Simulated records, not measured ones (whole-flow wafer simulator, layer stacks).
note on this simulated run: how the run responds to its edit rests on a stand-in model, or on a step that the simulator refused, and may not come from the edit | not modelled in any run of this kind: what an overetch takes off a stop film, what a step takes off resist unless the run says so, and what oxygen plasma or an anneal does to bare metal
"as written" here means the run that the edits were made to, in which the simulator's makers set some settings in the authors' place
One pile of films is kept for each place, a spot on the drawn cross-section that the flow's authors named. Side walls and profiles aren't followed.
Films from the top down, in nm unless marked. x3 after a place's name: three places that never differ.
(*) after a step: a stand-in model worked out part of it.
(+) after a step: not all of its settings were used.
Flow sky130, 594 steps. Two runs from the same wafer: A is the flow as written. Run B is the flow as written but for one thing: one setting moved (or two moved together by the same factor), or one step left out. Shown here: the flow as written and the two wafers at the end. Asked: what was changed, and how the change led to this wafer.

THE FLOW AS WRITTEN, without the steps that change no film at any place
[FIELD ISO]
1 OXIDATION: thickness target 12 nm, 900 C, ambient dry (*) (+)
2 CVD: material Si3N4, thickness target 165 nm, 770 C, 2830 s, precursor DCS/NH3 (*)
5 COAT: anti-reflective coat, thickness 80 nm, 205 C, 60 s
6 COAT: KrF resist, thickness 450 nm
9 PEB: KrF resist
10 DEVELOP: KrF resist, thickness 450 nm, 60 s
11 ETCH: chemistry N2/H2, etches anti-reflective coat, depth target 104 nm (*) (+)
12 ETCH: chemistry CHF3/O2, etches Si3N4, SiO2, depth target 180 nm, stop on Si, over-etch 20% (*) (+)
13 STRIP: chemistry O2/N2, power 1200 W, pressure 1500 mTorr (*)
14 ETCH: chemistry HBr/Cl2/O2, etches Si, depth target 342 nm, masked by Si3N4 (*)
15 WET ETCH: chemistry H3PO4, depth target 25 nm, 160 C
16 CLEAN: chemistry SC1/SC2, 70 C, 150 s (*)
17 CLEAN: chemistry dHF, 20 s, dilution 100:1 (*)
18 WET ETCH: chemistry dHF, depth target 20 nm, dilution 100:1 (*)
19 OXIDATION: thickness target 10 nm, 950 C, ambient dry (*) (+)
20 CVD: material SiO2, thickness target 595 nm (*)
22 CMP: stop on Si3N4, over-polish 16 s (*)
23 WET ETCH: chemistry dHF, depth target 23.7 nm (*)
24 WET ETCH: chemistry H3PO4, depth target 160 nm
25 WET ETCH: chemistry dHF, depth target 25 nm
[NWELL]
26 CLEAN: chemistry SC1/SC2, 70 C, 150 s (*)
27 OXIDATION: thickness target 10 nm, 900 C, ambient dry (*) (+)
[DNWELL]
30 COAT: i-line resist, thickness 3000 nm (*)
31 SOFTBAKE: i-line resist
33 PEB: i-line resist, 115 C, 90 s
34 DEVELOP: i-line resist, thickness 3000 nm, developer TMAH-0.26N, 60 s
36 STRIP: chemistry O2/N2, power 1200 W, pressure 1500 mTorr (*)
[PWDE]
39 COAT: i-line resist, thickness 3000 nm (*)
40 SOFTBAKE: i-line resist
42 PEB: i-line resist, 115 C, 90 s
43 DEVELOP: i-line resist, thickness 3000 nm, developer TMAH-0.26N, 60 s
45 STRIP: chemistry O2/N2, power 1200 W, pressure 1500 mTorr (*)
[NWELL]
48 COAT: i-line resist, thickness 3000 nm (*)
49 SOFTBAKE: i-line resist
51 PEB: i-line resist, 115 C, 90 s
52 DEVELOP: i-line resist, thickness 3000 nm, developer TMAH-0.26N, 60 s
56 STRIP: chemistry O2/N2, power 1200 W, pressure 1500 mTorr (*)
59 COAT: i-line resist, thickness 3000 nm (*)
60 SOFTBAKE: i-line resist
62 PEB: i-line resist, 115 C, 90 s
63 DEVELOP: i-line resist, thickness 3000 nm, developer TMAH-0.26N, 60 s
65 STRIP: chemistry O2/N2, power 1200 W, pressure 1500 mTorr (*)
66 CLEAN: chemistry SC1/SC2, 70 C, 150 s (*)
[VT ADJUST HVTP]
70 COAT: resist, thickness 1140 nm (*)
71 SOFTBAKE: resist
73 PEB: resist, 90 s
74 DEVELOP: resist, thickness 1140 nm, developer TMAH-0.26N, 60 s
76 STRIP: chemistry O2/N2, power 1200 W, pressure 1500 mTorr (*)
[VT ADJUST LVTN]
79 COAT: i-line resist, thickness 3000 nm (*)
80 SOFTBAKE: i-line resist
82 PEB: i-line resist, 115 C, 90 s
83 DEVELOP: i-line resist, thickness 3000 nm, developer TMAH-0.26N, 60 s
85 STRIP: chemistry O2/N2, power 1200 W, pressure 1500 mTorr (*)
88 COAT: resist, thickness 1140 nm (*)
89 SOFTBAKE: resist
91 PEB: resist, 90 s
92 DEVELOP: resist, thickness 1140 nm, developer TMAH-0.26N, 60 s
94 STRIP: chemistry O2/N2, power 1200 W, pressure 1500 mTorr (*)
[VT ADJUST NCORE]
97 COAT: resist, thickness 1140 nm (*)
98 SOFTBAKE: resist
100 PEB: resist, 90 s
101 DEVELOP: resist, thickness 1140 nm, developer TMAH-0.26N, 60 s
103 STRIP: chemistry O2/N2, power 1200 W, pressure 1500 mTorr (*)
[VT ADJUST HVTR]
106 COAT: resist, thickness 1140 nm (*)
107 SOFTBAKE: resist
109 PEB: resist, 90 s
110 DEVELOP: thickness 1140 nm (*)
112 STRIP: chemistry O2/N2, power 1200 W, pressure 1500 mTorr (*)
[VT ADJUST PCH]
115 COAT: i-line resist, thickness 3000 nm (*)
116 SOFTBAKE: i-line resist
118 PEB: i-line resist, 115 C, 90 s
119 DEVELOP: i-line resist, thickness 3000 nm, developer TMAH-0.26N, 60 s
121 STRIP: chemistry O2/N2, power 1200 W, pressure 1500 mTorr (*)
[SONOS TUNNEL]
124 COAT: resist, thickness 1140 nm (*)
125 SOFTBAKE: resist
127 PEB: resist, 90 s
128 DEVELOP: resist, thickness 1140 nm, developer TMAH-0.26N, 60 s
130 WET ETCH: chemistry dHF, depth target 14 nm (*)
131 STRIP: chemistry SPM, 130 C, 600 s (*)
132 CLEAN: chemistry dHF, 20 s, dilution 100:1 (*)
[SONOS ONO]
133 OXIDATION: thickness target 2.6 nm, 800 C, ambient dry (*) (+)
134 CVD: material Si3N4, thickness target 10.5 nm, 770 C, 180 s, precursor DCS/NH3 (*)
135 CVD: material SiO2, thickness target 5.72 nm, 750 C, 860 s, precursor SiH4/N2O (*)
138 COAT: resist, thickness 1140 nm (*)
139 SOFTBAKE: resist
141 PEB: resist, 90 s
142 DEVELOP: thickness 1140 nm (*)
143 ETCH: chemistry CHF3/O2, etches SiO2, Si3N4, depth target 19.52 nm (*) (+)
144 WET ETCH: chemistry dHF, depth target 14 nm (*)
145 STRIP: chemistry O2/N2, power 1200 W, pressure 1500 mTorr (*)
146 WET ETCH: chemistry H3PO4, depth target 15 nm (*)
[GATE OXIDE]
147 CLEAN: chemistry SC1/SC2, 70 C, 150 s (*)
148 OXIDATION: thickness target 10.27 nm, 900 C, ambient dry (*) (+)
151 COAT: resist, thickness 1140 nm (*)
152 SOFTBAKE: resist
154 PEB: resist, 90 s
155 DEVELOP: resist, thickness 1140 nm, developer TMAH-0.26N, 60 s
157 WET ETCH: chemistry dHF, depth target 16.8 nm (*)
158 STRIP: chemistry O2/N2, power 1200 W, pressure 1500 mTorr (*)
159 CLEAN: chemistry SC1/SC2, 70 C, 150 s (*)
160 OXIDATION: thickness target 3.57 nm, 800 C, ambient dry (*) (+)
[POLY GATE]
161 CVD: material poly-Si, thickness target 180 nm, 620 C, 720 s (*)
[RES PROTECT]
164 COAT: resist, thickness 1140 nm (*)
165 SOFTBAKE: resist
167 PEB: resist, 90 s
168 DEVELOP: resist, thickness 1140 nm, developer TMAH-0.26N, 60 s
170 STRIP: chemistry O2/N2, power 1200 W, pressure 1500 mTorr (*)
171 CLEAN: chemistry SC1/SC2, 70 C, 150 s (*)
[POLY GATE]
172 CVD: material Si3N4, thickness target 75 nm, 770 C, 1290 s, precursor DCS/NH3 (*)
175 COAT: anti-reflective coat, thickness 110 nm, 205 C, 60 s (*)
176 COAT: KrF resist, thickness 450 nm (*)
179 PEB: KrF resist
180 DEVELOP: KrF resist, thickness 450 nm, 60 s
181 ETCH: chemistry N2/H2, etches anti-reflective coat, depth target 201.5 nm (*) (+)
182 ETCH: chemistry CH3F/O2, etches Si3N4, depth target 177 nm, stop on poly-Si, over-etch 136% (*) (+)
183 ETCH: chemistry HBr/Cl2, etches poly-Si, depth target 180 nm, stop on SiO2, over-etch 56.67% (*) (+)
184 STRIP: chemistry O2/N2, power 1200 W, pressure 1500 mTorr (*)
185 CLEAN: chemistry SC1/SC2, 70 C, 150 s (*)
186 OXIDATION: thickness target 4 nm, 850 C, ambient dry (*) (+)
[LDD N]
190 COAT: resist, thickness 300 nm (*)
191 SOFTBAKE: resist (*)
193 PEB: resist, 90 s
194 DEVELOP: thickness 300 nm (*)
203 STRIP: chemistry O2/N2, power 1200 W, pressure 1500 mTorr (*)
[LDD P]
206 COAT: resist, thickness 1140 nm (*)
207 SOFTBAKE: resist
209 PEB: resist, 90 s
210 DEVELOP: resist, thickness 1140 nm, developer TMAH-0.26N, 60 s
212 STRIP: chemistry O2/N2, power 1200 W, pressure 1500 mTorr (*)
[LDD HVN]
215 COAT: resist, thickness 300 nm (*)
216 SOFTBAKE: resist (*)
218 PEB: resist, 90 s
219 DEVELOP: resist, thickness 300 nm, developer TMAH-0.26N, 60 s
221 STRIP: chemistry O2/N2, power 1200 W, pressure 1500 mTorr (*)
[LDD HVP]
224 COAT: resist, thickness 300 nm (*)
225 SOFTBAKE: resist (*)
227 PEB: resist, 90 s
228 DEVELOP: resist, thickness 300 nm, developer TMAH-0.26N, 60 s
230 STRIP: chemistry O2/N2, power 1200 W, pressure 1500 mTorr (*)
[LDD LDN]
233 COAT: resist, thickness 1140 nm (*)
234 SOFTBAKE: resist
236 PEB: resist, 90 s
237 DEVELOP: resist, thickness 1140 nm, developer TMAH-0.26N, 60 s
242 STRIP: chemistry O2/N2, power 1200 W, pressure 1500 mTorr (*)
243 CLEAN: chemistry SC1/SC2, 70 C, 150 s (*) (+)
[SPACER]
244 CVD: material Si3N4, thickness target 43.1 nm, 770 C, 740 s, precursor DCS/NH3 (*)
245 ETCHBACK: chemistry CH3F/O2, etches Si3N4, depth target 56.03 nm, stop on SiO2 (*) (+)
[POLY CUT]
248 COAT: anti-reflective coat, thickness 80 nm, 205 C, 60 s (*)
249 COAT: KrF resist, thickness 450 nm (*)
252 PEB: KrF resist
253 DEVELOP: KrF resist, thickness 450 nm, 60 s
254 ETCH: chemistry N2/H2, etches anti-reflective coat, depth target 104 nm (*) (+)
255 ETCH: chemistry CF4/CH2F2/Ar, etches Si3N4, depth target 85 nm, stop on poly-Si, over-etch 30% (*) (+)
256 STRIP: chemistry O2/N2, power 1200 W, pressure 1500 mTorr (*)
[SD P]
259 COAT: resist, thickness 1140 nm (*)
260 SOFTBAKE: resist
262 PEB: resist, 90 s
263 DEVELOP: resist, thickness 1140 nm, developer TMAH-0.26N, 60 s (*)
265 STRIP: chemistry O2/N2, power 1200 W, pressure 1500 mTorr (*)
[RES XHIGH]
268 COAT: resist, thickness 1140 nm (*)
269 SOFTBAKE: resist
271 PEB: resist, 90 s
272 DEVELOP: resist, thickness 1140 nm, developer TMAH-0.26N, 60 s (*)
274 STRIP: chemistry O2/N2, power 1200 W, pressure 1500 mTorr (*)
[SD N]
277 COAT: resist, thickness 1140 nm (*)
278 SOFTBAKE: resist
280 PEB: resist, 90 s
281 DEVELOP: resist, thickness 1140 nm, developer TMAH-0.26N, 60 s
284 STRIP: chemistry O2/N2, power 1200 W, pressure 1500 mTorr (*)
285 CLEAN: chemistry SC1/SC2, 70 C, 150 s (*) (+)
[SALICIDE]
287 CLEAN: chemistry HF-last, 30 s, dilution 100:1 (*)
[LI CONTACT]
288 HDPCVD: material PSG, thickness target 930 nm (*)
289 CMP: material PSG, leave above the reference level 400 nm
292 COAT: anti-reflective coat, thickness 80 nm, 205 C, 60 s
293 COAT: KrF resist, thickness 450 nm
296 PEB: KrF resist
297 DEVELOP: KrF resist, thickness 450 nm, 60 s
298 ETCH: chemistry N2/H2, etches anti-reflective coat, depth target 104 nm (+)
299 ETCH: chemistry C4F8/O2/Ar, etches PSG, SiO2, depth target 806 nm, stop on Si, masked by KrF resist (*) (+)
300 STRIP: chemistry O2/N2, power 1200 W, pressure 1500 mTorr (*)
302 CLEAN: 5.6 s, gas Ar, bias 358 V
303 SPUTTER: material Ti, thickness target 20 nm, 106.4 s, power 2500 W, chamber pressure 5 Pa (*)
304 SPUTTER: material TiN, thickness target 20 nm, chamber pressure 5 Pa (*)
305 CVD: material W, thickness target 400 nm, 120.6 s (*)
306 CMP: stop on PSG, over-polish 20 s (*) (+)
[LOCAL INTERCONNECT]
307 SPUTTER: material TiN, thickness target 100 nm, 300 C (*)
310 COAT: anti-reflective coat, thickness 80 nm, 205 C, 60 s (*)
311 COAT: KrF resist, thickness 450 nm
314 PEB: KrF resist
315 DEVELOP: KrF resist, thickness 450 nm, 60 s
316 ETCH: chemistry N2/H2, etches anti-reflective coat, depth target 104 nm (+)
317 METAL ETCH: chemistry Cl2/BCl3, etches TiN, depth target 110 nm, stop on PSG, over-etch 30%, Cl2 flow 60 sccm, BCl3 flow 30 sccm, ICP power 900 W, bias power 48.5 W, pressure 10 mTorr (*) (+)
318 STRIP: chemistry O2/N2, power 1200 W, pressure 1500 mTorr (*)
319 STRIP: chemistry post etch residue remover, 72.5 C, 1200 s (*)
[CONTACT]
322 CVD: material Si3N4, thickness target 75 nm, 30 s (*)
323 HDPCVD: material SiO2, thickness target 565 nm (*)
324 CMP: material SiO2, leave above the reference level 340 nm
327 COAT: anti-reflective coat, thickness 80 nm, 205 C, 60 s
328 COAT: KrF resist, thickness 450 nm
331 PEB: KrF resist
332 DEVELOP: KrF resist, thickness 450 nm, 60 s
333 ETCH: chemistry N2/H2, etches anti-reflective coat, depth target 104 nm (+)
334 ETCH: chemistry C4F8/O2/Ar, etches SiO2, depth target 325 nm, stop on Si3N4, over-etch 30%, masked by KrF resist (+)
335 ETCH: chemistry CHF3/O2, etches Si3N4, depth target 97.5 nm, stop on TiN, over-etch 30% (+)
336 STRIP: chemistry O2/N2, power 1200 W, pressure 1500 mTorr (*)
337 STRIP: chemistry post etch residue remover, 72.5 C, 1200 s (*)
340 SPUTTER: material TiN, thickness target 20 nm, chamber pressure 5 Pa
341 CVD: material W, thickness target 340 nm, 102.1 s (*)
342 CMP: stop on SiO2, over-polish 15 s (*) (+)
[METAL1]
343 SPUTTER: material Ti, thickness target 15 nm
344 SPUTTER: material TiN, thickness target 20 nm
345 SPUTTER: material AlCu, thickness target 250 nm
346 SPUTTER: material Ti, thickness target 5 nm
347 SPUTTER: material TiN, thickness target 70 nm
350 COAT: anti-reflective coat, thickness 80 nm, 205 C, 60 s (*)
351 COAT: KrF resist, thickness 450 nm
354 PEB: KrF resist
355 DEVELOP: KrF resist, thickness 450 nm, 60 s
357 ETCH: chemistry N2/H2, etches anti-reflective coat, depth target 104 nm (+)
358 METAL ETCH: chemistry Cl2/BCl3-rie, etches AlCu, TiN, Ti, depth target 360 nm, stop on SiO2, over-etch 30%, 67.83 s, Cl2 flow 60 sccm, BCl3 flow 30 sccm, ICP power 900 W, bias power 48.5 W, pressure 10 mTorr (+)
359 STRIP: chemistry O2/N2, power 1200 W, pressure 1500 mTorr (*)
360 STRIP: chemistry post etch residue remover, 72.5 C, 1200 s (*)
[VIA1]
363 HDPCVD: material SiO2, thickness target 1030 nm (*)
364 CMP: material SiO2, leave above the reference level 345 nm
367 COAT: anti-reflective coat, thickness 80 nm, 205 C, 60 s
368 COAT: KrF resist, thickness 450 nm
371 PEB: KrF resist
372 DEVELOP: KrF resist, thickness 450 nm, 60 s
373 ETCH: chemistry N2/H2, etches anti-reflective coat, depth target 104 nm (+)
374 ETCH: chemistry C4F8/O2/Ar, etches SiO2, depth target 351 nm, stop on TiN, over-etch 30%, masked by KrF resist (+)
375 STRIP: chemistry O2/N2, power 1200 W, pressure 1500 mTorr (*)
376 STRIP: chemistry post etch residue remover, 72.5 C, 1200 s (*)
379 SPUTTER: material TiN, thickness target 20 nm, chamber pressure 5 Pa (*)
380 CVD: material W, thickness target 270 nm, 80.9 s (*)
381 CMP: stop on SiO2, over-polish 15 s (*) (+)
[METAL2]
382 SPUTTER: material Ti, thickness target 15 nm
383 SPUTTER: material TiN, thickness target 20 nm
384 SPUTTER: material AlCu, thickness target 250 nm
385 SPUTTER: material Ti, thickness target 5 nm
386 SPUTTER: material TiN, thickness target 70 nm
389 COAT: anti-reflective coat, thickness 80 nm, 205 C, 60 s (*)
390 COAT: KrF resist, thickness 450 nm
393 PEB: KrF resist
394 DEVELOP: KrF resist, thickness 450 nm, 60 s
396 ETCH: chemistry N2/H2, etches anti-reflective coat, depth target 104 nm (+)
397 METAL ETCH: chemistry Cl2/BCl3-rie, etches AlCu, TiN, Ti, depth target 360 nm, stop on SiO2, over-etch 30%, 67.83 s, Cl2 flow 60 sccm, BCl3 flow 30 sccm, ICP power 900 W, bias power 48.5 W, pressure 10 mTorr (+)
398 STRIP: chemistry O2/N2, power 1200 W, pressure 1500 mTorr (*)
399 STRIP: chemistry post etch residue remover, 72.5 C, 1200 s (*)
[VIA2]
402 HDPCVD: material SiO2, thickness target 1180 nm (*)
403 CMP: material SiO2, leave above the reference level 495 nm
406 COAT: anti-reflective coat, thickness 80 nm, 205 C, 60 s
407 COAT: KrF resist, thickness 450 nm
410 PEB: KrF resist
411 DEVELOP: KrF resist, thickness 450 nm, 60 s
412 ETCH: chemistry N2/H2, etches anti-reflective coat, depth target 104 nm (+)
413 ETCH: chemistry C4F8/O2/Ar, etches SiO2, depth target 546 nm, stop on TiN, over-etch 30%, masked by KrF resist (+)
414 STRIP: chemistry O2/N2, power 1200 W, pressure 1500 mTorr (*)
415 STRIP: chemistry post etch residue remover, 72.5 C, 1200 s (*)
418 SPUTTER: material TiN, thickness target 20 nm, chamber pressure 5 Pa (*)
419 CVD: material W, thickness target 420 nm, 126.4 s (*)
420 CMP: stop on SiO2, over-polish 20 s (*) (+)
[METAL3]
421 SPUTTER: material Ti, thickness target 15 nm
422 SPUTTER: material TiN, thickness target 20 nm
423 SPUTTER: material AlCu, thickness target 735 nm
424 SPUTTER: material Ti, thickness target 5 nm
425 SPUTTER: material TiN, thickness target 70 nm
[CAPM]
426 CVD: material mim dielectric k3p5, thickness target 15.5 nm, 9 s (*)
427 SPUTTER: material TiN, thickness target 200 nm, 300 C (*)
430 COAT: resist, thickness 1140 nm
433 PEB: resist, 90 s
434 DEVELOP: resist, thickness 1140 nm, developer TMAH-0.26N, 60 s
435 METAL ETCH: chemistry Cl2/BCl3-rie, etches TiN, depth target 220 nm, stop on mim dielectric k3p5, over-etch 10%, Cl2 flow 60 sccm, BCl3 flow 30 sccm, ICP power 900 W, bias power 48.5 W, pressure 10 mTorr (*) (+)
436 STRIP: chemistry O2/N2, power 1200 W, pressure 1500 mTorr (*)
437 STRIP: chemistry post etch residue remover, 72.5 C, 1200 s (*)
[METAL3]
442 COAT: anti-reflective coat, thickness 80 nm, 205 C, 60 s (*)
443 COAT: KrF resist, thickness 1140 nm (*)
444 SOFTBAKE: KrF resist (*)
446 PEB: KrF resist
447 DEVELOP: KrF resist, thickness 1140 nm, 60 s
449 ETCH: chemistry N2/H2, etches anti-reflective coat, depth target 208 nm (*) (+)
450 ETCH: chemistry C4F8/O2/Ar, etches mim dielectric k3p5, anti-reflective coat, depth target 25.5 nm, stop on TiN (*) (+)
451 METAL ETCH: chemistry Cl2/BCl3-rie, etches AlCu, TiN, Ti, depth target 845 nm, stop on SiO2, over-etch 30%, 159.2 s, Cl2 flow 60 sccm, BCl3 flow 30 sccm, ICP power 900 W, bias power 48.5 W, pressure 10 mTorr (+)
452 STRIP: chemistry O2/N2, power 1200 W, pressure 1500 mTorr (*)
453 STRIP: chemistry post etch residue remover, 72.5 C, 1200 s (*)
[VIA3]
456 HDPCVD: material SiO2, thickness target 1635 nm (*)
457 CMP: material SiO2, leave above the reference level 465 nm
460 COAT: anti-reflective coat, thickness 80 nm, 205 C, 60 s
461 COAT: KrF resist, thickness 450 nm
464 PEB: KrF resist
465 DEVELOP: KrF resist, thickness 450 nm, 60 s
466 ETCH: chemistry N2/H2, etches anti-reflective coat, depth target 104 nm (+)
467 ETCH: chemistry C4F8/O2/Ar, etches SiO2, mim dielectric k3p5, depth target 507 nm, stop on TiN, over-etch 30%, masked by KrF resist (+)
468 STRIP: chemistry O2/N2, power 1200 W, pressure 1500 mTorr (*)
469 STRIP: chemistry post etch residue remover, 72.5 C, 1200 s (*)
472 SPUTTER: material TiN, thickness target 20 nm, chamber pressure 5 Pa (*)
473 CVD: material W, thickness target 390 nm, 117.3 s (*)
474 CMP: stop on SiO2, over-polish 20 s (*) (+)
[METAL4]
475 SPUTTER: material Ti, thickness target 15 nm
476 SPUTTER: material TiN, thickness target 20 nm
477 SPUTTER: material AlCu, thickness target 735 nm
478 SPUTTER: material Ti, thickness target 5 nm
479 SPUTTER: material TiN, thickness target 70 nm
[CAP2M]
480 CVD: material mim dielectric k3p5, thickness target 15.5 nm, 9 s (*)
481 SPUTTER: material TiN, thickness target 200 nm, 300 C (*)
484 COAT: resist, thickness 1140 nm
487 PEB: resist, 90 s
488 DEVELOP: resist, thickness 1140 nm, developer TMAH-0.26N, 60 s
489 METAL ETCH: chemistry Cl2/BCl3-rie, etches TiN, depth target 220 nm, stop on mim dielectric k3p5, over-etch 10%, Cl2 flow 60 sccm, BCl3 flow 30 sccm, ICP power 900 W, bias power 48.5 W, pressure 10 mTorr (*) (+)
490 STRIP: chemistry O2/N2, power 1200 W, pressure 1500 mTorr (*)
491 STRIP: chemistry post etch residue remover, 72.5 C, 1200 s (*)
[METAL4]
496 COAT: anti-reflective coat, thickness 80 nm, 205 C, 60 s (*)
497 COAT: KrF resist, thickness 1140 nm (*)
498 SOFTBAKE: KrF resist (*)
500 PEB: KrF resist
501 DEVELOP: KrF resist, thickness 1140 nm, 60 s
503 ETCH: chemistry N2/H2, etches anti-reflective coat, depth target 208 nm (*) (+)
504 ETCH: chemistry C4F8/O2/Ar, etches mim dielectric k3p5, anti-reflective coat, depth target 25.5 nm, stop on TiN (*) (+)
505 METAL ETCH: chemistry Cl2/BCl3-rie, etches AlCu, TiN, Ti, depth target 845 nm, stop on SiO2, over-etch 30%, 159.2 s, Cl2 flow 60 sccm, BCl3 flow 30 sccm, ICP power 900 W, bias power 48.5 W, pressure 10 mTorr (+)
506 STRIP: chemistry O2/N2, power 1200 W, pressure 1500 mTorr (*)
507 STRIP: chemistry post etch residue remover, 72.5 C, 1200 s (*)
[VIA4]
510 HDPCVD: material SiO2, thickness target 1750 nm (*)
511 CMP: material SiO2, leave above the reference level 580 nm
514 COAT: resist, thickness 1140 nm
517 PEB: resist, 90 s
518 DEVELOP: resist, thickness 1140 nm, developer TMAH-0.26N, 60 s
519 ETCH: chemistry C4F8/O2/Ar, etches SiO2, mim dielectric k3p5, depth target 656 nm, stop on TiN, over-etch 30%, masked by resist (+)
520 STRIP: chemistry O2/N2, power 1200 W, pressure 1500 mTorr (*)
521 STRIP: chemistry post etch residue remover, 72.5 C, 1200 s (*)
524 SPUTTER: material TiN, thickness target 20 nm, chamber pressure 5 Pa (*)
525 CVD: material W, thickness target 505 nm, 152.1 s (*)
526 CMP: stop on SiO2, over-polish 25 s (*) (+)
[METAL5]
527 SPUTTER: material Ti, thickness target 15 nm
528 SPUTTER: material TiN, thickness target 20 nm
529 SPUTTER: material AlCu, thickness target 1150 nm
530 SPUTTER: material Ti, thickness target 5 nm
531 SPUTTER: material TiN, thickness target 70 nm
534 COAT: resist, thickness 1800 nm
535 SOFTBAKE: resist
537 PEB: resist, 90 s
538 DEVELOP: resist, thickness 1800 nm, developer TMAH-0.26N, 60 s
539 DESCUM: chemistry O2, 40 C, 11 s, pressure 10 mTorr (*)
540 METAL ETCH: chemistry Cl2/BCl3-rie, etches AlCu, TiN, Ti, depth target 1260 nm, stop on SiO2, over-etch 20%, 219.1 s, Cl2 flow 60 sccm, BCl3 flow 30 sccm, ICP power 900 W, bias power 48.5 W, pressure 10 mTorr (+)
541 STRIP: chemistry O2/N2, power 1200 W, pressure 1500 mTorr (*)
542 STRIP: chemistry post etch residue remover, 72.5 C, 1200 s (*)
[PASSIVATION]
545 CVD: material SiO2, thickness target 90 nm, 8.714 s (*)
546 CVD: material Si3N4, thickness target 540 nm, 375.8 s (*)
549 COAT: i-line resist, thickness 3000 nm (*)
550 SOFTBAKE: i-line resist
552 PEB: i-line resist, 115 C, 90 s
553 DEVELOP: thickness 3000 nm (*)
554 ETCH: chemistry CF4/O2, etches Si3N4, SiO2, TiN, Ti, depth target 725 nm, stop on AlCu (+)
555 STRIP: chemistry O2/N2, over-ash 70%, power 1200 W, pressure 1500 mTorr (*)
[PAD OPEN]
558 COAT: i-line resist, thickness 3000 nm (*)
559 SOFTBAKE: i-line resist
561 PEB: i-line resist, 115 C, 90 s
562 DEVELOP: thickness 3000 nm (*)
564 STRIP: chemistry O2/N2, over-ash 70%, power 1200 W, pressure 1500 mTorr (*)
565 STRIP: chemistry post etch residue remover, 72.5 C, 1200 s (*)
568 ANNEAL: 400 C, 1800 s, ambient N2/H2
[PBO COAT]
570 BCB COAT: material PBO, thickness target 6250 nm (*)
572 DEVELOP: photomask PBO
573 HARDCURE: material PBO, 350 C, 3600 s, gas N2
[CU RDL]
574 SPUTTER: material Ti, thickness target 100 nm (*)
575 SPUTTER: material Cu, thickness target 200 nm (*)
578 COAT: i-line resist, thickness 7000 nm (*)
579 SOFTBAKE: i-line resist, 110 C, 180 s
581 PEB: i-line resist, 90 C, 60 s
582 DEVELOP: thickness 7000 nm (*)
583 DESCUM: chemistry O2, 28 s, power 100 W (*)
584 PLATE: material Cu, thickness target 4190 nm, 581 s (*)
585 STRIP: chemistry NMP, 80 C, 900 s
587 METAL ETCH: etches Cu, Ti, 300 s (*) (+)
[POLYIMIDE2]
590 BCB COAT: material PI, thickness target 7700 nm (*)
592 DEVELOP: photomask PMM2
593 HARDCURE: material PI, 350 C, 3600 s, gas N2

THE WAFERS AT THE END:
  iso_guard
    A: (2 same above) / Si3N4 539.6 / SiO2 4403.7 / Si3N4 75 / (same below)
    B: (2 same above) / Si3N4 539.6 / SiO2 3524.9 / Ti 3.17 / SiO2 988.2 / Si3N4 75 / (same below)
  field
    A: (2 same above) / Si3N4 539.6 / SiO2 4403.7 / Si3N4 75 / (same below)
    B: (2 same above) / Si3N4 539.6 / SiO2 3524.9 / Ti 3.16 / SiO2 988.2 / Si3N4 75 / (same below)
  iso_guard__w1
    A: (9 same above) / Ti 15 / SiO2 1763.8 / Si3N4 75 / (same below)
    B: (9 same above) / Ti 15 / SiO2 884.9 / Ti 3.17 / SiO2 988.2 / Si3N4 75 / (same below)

The cause: step 384, SPUTTER: thickness target 362.5 nm was run, where the flow has thickness target 250 nm.

How the change led to this, step by step:
  384 SPUTTER: material AlCu, thickness target 250 nm
      field, active, n_well and 188 more: A AlCu +250 (new film) | B AlCu +362.5 (new film)
  397 METAL ETCH: chemistry Cl2/BCl3-rie, etches AlCu, TiN, Ti, depth target 360 nm, stop on SiO2, over-etch 30%, 67.83 s, Cl2 flow 60 sccm, BCl3 flow 30 sccm, ICP power 900 W, bias power 48.5 W, pressure 10 mTorr (+)
      field, active, gate and 82 more: A TiN -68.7 (all of it), Ti -5 (all of it), AlCu -250 (all of it), TiN -20 (all of it), Ti -15 (all of it), SiO2 -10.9 | B TiN -68.7 (all of it), Ti -5 (all of it), AlCu -362.5 (all of it), TiN -20 (all of it), Ti -11.8
  402 HDPCVD: material SiO2, thickness target 1180 nm (*)
      field, active, gate and 82 more: A SiO2 +1180 | B SiO2 +1180 (new film)
  403 CMP: material SiO2, leave above the reference level 495 nm
      field, active, gate and 82 more: A SiO2 -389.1 | B SiO2 -290.7
Counting metal films that touch as one body, iso_guard has 1 body; the flow as written gives 0 bodies.
Counting metal films that touch as one body, field has 1 body; the flow as written gives 0 bodies.
Counting metal films that touch as one body, iso_guard__w1 has 2 bodies (between them, from the top down: SiO2 884.9); the flow as written gives 1 body.
